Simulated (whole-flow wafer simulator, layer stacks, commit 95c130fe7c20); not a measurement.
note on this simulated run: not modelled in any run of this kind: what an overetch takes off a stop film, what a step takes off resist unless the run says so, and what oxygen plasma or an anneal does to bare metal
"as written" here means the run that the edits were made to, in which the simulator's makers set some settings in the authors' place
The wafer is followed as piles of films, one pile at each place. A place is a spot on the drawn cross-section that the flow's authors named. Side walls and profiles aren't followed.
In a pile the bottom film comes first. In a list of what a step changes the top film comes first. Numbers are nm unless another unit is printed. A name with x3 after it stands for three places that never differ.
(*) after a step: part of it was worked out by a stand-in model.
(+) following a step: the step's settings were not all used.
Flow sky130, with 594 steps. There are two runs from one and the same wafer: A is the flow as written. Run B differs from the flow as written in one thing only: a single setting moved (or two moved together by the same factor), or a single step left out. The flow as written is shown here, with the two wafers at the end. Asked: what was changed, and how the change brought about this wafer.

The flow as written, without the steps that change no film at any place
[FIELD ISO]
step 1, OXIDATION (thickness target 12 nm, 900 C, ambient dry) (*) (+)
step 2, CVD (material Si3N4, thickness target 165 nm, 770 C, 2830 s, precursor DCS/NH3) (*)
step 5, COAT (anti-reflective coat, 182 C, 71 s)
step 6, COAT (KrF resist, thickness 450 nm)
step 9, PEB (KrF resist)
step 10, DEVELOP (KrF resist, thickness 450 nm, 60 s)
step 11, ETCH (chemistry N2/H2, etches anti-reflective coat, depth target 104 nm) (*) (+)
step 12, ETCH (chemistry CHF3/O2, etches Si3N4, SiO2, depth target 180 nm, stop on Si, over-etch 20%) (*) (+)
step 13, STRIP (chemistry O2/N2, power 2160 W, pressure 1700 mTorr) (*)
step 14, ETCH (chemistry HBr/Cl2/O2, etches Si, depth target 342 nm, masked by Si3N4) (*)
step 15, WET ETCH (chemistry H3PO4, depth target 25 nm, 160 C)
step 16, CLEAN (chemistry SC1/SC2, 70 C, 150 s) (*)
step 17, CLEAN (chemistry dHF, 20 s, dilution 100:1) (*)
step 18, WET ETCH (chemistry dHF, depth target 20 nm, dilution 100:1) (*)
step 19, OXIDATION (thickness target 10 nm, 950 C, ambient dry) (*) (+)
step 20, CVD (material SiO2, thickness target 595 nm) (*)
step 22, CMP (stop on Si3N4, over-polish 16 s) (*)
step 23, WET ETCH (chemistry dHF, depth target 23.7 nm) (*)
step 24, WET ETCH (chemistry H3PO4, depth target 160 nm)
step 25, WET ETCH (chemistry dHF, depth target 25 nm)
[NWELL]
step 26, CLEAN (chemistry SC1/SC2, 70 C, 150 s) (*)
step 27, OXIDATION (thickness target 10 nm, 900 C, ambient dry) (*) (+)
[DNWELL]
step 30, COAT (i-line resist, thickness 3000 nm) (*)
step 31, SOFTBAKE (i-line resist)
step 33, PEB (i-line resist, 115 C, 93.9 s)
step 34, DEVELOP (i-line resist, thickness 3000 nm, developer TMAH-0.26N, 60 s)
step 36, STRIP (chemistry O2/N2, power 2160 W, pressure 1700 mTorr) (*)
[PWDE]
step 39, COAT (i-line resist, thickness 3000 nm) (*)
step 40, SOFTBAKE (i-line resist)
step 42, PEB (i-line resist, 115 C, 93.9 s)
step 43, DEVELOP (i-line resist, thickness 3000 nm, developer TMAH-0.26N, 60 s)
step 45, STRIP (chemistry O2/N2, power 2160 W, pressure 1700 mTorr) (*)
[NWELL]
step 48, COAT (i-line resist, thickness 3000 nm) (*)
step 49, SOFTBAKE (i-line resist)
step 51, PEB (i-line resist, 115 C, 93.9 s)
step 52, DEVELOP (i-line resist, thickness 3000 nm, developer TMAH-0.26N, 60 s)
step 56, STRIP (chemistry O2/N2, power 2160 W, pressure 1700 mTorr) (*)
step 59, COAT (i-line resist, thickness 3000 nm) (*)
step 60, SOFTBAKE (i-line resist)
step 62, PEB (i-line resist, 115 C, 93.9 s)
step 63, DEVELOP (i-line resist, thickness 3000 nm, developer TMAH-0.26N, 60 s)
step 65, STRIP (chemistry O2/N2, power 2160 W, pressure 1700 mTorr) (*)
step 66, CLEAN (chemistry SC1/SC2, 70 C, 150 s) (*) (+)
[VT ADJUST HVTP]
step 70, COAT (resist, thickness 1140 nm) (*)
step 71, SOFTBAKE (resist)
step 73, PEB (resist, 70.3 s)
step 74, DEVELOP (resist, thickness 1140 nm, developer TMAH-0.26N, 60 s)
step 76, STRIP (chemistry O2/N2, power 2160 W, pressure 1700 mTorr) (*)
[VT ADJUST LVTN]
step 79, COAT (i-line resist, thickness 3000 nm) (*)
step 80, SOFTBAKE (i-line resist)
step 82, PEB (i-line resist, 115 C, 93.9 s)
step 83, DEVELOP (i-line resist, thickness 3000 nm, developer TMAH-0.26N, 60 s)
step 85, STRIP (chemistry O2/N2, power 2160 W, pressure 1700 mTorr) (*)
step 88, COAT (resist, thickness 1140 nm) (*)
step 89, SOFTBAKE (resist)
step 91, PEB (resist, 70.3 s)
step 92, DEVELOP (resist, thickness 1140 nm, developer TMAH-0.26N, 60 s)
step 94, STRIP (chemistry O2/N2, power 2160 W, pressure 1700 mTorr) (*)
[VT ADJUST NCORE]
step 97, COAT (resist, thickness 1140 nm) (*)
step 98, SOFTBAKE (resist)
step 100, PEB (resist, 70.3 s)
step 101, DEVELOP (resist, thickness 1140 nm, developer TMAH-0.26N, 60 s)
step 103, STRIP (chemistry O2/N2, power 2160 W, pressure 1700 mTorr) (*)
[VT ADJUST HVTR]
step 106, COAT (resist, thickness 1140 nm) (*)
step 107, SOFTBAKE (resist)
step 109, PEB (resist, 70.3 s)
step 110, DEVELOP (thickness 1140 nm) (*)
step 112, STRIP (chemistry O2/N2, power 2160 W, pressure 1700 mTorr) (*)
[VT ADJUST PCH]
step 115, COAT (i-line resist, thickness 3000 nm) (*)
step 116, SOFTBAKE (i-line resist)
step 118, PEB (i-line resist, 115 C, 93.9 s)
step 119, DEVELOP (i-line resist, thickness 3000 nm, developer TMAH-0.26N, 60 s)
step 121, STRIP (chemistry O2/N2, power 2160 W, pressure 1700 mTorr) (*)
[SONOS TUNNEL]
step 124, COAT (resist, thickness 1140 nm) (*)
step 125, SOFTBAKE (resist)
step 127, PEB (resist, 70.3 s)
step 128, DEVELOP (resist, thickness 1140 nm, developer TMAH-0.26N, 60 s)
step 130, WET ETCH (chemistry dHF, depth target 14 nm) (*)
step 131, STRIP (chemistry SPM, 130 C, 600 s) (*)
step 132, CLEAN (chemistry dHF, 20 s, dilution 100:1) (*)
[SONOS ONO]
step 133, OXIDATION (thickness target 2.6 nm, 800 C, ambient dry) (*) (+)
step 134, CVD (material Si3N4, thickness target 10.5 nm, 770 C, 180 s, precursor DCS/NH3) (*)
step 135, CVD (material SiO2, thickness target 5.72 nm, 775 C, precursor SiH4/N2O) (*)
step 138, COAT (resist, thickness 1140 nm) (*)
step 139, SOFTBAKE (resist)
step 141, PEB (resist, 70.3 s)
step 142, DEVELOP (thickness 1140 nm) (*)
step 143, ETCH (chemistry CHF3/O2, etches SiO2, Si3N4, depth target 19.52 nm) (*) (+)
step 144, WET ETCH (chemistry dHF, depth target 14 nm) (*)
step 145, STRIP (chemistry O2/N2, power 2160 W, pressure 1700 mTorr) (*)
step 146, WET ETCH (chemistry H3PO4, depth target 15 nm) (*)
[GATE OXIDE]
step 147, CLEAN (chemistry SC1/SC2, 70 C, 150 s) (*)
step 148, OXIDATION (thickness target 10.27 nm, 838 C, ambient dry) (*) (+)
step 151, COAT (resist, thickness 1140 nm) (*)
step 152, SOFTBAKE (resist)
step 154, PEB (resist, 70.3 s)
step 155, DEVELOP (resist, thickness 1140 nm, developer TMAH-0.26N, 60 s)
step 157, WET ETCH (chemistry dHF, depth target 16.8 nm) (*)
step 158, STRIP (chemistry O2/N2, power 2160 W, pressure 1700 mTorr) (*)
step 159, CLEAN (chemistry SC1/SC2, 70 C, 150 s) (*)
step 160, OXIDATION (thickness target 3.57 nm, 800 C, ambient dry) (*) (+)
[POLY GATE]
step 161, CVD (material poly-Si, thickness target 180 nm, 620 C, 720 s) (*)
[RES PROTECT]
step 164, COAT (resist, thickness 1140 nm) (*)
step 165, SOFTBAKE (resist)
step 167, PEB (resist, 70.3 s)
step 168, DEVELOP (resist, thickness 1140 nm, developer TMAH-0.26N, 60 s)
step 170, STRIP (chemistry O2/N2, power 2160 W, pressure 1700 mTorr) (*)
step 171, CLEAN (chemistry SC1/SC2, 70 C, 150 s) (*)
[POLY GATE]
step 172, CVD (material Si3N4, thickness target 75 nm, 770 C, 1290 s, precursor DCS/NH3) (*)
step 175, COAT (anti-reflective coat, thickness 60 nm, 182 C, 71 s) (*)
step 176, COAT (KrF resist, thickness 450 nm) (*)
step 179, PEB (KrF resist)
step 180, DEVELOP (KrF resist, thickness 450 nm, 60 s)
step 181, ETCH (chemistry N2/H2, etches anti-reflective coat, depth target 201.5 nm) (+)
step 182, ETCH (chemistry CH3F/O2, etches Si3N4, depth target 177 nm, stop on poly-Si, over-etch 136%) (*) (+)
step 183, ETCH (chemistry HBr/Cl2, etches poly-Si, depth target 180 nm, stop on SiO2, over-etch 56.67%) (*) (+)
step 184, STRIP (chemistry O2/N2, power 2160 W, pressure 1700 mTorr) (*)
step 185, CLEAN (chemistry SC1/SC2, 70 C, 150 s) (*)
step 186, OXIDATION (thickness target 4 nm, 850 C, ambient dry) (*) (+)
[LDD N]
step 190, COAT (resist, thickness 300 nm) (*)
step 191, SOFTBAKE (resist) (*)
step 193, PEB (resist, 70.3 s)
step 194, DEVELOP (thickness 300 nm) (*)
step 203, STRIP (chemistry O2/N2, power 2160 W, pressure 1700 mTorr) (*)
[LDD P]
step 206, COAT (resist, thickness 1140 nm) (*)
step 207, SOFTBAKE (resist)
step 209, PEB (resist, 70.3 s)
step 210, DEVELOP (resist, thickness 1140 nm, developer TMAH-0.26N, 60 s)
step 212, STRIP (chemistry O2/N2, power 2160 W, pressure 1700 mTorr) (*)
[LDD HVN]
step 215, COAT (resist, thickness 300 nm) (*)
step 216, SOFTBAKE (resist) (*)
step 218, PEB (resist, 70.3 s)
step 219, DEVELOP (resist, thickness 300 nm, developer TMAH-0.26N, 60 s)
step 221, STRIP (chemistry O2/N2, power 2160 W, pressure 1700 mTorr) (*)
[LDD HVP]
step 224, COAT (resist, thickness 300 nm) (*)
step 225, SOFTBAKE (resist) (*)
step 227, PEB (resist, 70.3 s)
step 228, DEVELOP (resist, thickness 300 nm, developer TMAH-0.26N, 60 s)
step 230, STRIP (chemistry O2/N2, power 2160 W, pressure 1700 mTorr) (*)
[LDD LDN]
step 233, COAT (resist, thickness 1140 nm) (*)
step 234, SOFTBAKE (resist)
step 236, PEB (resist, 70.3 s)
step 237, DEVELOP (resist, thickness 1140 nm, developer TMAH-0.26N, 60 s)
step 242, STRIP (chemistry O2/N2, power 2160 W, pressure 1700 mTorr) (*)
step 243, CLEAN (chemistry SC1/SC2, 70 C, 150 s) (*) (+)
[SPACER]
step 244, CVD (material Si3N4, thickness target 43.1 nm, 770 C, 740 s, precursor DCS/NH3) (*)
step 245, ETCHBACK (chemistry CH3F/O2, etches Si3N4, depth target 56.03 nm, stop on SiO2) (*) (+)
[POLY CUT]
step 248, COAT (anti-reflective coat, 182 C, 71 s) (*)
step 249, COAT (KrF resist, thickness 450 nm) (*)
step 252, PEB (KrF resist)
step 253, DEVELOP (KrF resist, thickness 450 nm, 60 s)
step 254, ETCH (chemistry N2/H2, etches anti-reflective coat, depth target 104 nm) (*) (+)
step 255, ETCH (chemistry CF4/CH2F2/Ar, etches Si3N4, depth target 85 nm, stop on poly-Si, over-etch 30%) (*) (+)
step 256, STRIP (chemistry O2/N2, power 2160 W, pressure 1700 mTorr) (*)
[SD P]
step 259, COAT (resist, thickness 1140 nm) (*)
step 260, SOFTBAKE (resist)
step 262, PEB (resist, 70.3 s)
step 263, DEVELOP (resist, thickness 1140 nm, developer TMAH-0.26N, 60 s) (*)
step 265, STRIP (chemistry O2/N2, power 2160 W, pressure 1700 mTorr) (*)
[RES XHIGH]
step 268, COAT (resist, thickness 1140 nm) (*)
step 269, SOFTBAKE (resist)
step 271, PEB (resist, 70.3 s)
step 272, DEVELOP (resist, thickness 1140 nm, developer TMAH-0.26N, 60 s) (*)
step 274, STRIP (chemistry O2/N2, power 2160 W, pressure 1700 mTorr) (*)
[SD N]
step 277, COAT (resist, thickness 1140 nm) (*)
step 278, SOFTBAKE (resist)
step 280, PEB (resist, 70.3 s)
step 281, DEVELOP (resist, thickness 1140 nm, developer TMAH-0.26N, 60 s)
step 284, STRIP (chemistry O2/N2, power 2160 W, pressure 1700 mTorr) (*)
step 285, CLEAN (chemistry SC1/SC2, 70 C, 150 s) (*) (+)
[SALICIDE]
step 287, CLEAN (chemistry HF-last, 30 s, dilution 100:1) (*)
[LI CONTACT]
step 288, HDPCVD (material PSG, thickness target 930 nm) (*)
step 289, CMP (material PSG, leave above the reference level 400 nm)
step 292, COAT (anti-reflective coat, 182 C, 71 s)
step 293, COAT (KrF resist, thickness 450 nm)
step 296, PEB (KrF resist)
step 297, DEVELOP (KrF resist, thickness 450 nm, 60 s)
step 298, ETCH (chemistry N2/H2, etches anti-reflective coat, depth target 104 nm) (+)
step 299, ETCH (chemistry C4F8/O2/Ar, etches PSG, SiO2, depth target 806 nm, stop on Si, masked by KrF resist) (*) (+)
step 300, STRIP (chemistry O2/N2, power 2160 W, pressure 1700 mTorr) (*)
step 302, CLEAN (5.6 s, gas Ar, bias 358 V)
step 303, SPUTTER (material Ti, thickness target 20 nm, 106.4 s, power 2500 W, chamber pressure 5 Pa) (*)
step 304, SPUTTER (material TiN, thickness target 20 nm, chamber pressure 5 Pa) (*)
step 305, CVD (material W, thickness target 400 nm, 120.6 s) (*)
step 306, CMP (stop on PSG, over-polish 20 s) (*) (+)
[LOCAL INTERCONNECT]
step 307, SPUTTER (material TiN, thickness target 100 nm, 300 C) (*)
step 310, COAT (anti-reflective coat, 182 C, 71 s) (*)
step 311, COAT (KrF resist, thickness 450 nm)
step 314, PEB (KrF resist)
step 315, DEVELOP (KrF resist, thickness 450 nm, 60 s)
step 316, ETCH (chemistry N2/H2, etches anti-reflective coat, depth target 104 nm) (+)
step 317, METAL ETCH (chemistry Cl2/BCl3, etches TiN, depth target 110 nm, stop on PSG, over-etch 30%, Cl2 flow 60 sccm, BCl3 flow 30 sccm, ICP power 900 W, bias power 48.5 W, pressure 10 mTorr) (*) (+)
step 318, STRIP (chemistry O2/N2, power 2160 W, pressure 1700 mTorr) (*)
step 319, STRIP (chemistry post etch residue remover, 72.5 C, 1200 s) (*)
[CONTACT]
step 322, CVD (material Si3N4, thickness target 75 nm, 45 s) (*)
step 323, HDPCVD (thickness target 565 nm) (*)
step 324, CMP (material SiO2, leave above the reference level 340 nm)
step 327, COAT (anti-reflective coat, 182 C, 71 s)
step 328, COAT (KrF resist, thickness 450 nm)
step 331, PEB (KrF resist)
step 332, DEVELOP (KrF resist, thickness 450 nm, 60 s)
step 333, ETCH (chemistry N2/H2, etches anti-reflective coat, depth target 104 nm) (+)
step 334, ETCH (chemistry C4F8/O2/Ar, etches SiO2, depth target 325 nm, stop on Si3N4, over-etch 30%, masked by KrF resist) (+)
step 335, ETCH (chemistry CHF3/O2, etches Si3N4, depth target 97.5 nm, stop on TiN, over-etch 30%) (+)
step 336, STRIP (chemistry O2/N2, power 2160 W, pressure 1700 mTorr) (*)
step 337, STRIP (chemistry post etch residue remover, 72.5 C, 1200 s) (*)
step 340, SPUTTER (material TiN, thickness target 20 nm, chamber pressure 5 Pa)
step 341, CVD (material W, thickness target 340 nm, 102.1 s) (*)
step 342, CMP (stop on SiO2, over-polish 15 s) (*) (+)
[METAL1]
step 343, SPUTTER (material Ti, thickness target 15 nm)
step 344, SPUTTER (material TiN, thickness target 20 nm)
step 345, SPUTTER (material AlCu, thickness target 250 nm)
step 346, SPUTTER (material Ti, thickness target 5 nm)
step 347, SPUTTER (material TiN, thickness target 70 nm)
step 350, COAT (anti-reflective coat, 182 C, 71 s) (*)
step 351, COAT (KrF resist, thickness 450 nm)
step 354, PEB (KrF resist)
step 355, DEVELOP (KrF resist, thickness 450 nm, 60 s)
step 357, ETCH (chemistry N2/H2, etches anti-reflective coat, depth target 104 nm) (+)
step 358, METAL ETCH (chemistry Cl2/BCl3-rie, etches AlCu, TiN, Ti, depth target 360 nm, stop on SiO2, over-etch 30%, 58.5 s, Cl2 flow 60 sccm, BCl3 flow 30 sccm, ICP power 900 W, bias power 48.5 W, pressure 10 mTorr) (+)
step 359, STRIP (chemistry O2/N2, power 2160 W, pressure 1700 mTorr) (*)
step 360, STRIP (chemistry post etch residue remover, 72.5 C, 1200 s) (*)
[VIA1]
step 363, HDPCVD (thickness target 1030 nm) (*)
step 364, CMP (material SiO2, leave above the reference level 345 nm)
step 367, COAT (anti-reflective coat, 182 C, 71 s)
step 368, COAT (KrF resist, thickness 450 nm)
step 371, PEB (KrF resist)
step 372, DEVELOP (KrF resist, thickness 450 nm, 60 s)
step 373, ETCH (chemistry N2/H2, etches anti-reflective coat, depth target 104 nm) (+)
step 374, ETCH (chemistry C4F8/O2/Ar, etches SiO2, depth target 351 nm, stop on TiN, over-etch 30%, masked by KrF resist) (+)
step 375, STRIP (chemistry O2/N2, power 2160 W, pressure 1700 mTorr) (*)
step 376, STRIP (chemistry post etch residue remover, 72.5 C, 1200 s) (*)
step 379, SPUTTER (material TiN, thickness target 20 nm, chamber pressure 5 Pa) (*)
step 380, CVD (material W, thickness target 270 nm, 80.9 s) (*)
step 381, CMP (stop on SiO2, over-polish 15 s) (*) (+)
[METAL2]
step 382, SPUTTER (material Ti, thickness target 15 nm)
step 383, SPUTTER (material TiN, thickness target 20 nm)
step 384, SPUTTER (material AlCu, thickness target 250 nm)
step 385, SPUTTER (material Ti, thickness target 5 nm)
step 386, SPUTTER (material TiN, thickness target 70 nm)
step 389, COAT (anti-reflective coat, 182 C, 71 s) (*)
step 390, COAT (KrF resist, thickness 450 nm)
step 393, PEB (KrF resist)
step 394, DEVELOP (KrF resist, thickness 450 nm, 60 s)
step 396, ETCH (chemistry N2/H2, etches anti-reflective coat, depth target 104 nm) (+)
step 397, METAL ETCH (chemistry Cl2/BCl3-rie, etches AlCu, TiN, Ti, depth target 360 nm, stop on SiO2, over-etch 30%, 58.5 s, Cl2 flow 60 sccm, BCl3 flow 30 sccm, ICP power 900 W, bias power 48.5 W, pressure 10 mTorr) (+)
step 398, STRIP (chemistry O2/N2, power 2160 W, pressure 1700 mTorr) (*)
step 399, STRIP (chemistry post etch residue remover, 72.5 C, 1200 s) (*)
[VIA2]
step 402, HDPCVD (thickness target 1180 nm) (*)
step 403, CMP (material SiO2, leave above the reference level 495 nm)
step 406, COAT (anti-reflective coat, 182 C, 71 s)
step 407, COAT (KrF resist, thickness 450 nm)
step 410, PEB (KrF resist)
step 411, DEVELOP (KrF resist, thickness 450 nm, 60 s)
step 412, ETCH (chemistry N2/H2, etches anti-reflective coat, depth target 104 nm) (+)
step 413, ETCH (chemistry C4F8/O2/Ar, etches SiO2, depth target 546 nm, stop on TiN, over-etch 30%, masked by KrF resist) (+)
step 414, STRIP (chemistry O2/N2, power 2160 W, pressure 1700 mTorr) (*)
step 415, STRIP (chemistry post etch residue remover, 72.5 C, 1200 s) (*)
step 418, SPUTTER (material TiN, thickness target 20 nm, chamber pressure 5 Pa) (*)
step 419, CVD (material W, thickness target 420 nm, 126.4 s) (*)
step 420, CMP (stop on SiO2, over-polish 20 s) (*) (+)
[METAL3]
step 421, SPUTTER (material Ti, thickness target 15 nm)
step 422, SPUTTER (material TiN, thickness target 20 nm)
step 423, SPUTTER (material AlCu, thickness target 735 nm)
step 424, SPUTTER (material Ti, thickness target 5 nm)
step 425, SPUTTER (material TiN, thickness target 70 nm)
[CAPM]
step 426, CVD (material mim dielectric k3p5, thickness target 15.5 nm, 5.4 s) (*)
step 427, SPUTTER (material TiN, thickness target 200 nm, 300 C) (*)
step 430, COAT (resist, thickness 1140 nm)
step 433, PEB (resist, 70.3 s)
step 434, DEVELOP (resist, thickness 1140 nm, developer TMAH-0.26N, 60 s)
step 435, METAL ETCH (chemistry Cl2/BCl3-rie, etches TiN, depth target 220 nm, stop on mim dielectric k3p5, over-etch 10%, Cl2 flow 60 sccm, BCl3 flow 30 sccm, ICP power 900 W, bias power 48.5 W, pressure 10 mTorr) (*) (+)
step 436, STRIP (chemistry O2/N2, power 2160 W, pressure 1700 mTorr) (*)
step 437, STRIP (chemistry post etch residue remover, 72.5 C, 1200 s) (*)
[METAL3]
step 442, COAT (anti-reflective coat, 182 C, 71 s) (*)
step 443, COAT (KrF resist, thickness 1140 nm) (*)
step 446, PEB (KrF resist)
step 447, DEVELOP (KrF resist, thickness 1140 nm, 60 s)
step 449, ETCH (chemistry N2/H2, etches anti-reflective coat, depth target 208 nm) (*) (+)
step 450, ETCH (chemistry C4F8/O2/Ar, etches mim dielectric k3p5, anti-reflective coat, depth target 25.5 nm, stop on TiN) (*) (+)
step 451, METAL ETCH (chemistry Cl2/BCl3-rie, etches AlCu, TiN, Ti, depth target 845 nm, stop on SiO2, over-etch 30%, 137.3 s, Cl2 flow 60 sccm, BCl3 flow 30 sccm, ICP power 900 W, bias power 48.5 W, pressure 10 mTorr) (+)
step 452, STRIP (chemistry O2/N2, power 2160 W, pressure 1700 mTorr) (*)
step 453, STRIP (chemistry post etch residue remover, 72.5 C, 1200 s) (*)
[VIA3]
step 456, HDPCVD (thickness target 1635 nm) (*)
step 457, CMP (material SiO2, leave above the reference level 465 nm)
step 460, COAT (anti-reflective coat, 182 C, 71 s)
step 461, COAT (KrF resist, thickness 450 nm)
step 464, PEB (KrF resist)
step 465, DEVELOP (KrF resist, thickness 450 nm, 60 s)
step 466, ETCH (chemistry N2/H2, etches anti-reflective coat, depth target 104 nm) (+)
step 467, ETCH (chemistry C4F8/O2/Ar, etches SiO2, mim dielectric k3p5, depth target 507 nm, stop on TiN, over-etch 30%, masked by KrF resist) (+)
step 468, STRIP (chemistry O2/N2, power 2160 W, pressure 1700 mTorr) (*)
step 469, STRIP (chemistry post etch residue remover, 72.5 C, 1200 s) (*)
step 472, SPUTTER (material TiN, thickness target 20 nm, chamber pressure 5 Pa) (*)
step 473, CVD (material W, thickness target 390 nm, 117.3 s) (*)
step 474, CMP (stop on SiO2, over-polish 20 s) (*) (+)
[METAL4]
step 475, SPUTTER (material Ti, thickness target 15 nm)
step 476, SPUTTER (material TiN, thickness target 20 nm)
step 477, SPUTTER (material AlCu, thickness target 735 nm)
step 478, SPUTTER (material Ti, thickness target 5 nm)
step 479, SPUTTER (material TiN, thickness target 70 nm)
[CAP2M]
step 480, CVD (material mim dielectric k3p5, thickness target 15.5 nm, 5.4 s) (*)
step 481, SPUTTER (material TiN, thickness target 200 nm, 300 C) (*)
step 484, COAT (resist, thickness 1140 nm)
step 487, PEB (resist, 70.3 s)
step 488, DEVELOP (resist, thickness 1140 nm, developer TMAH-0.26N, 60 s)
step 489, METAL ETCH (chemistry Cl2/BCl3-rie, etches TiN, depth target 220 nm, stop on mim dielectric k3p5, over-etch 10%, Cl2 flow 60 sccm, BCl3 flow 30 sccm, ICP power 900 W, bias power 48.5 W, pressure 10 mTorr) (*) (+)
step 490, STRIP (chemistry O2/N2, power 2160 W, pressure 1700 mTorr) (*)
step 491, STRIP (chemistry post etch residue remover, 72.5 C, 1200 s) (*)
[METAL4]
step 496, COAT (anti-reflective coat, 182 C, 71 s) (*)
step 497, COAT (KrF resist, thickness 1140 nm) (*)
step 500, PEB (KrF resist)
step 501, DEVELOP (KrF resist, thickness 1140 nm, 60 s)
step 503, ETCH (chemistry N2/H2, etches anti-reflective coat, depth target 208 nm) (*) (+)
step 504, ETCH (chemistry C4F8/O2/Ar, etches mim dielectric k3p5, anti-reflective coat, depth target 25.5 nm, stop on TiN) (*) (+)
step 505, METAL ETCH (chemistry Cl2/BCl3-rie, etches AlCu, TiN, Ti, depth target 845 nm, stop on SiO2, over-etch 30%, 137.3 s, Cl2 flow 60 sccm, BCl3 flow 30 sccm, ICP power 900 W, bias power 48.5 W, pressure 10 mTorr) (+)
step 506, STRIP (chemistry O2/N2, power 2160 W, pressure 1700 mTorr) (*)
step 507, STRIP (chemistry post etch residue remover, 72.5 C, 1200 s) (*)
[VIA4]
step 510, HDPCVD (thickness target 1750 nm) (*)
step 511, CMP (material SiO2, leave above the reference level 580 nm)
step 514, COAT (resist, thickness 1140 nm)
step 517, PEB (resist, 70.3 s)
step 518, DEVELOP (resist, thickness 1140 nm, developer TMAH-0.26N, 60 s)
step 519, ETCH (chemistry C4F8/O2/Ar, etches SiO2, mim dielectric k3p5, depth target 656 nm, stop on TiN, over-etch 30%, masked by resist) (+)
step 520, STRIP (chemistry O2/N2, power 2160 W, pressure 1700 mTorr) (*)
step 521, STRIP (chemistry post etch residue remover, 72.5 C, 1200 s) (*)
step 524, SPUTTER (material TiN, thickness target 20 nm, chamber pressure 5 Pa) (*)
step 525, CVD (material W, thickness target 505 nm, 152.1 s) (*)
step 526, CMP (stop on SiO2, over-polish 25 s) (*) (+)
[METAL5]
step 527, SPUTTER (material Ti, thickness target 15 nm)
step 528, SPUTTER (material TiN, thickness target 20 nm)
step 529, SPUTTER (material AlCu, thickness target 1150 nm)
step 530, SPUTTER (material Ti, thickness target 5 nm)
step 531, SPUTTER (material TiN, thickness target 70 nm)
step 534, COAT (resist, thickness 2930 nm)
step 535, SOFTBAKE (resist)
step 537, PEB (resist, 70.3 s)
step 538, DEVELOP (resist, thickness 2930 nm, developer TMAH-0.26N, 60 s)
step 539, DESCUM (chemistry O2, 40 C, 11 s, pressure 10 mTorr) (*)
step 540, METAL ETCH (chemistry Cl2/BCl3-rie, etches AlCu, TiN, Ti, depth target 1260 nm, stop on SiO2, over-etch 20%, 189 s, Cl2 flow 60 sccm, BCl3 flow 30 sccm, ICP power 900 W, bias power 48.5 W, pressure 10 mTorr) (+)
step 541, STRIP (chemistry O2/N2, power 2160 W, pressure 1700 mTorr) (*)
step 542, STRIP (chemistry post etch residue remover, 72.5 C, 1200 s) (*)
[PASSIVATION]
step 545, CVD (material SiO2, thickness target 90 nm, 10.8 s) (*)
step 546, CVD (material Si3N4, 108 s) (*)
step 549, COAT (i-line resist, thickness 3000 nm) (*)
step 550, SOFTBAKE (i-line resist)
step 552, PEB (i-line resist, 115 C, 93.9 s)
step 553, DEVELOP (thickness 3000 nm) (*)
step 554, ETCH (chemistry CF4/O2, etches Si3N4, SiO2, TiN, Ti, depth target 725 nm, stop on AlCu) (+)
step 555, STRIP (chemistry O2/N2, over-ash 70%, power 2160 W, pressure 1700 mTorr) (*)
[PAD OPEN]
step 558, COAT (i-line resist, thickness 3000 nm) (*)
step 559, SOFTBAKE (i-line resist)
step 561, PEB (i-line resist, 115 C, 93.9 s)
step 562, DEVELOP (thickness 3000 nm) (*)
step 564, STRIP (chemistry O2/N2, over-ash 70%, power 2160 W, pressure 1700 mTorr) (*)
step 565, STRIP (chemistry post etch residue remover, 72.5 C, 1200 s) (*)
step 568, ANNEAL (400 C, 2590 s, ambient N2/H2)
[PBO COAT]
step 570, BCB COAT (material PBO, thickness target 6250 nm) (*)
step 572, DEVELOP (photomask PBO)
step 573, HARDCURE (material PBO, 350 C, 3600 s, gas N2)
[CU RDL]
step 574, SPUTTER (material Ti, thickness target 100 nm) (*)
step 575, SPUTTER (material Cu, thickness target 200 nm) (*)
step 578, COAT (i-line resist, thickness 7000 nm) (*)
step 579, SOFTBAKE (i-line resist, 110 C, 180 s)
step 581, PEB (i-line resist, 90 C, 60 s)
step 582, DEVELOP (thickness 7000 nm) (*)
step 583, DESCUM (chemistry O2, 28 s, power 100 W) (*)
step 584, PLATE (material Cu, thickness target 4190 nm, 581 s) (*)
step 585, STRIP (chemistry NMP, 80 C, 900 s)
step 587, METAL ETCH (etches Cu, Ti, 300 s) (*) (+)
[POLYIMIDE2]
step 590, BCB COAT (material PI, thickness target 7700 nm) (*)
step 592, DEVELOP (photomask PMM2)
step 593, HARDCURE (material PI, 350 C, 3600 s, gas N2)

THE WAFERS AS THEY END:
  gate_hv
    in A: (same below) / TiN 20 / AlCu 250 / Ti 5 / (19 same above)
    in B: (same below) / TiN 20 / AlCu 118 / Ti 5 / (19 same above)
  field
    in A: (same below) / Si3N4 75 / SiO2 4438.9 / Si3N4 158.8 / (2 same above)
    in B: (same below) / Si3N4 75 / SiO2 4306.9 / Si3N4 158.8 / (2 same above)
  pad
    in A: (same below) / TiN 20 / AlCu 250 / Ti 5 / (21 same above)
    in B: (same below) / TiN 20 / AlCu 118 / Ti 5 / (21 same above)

The reason: step 384, SPUTTER: thickness target 118 nm was run, while the flow as written has thickness target 250 nm.
One can read it off the wafer: gate_hv has AlCu 118, and step 384 as written asks for 250 nm.

The path from the change to this, step by step:
  step 384, SPUTTER (material AlCu, thickness target 250 nm)
      field, active, n_well and 188 more: A AlCu gains 250 (new film) | B AlCu gains 118 (new film)
  step 397, METAL ETCH (chemistry Cl2/BCl3-rie, etches AlCu, TiN, Ti, depth target 360 nm, stop on SiO2, over-etch 30%, 58.5 s, Cl2 flow 60 sccm, BCl3 flow 30 sccm, ICP power 900 W, bias power 48.5 W, pressure 10 mTorr) (+)
      field, active, gate and 82 more: A TiN loses 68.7 (all of it), Ti loses 5 (all of it), AlCu loses 250 (all of it), TiN loses 20 (all of it), Ti loses 15 (all of it), SiO2 loses 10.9 | B TiN loses 68.7 (all of it), Ti loses 5 (all of it), AlCu loses 118 (all of it), TiN loses 20 (all of it), Ti loses 15 (all of it), SiO2 loses 24.1
  step 403, CMP (material SiO2, leave above the reference level 495 nm)
      field, active, gate and 82 more: A SiO2 loses 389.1 | B SiO2 loses 507.9
